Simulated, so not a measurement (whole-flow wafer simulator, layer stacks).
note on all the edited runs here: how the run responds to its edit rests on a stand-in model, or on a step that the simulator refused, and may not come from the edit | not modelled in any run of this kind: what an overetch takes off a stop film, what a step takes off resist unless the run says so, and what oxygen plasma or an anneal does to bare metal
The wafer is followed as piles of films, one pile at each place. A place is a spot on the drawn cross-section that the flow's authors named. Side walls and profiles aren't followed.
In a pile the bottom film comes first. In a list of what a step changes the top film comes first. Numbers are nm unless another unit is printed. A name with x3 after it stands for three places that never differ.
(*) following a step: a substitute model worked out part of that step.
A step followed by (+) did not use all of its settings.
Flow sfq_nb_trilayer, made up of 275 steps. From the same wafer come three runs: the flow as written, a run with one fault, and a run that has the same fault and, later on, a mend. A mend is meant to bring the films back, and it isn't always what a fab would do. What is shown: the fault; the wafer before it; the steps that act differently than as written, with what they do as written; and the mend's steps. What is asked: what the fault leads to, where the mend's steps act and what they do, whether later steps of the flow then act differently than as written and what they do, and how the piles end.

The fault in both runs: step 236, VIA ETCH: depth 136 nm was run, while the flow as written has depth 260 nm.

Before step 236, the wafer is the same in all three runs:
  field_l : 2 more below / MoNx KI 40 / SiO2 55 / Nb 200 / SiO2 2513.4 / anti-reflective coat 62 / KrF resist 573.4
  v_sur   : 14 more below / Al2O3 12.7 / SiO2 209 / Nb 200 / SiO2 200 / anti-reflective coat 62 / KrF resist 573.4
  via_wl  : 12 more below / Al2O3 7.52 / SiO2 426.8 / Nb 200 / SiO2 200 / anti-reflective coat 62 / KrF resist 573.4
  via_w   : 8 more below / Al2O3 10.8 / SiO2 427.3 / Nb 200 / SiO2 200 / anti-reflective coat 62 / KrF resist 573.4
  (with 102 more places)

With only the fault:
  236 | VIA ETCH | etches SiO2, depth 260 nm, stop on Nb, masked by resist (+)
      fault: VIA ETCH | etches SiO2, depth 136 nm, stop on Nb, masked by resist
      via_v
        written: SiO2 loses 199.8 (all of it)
        fault: SiO2 loses 136
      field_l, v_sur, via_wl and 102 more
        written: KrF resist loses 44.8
        fault: KrF resist loses 23.4
  Steps later in the flow that act otherwise than as written (3 other steps are not shown; they differ only slightly, by no more than 2% or 0.5 nm, whichever is larger):
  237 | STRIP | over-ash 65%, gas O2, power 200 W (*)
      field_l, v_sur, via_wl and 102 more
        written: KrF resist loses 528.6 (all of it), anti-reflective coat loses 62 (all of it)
        fault: KrF resist loses 550 (all of it), anti-reflective coat loses 62 (all of it)
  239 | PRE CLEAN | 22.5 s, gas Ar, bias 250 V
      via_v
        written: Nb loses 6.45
        fault: SiO2 loses 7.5
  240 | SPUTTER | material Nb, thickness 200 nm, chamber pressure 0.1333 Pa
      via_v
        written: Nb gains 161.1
        fault: Nb gains 176.4 (new film)
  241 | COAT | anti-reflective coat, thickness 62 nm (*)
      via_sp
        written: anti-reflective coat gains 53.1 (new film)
        fault: anti-reflective coat gains 54.2 (new film)
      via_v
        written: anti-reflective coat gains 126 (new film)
        fault: anti-reflective coat gains 111 (new film)
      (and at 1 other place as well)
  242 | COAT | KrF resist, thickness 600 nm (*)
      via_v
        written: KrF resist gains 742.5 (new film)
        fault: KrF resist gains 689.8 (new film)
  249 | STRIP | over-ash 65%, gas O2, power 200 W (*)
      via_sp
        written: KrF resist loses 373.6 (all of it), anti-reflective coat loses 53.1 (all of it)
        fault: KrF resist loses 378 (all of it), anti-reflective coat loses 54.2 (all of it)
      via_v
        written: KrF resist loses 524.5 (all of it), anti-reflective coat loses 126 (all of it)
        fault: KrF resist loses 472 (all of it), anti-reflective coat loses 111 (all of it)
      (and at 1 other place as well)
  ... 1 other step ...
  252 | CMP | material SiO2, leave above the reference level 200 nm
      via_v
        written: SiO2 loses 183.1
        fault: SiO2 loses 157.1
  At via_v, the piles at the end differ from the flow's by more than 2% or 0.5 nm, whichever is larger.
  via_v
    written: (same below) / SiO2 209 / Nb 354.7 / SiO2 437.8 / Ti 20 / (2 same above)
    fault: (same below) / SiO2 209 / Nb 200 / SiO2 56.3 / Nb 176.4 / SiO2 359.8 / Ti 20 / (2 same above)

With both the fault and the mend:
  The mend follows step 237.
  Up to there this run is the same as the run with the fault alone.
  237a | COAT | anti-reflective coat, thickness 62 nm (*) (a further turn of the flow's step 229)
      p4_fl x3, p4_w1 x9, p4_g1 x2 and 63 more
        anti-reflective coat gains 62 (new film)
      be_r, r_sur, res and 7 more
        anti-reflective coat gains 61.8 (new film)
      field_l, jj_sur, ce_l
        anti-reflective coat gains 61.6 (new film)
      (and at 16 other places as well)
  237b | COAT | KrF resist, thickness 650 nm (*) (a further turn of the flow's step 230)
      p4_fl x3, p4_w1 x9, p4_g1 x2 and 63 more
        KrF resist gains 650 (new film)
      lsp_l, ln_m5, lsp_m, ln_m6, lsp_r, l0_sur, l0v
        KrF resist gains 649.7 (new film)
      res, r_end, moat, field_r
        KrF resist gains 649.6 (new film)
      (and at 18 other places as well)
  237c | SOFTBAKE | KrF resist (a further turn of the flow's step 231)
      leaves every film unchanged at each place that is followed
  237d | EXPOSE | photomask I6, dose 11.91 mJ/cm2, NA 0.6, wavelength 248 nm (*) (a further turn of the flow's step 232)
      leaves every film unchanged at each place that is followed
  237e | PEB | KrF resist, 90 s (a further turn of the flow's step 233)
      ce_l, c5j, ce_r and 91 more
        KrF resist loses 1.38
      field_l, v_sur, via_wl and 8 more
        KrF resist loses 1.37
      via_v
        KrF resist loses 1.57
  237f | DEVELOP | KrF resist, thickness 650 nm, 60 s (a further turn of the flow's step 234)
      field_l, v_sur, via_wl and 102 more
        KrF resist loses 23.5
      via_v
        KrF resist loses 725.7 (all of it)
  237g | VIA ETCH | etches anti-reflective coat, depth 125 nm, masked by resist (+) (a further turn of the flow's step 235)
      field_l, v_sur, via_wl and 102 more
        KrF resist loses 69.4
      via_v
        anti-reflective coat loses 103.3 (all of it), SiO2 loses 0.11
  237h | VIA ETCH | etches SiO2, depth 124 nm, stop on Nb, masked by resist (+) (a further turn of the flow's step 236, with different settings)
      field_l, v_sur, via_wl and 102 more
        KrF resist loses 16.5
      via_v
        SiO2 loses 63.7 (all of it)
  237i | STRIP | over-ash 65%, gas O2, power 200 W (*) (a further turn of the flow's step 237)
      p4_fl x3, p4_w1 x9, p4_g1 x2 and 63 more
        KrF resist loses 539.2 (all of it), anti-reflective coat loses 62 (all of it)
      r_end, moat, field_r, lsp_l
        KrF resist loses 538.8 (all of it), anti-reflective coat loses 61.8 (all of it)
      ln_m5, lsp_m, ln_m6
        KrF resist loses 538.9 (all of it), anti-reflective coat loses 61.8 (all of it)
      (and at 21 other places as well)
  None of the later steps of the flow differs from how it acts as written, at any place that is followed, by more than 2% or 0.5 nm, whichever is larger.
  The piles end the same as the flow's at every place that both follow.
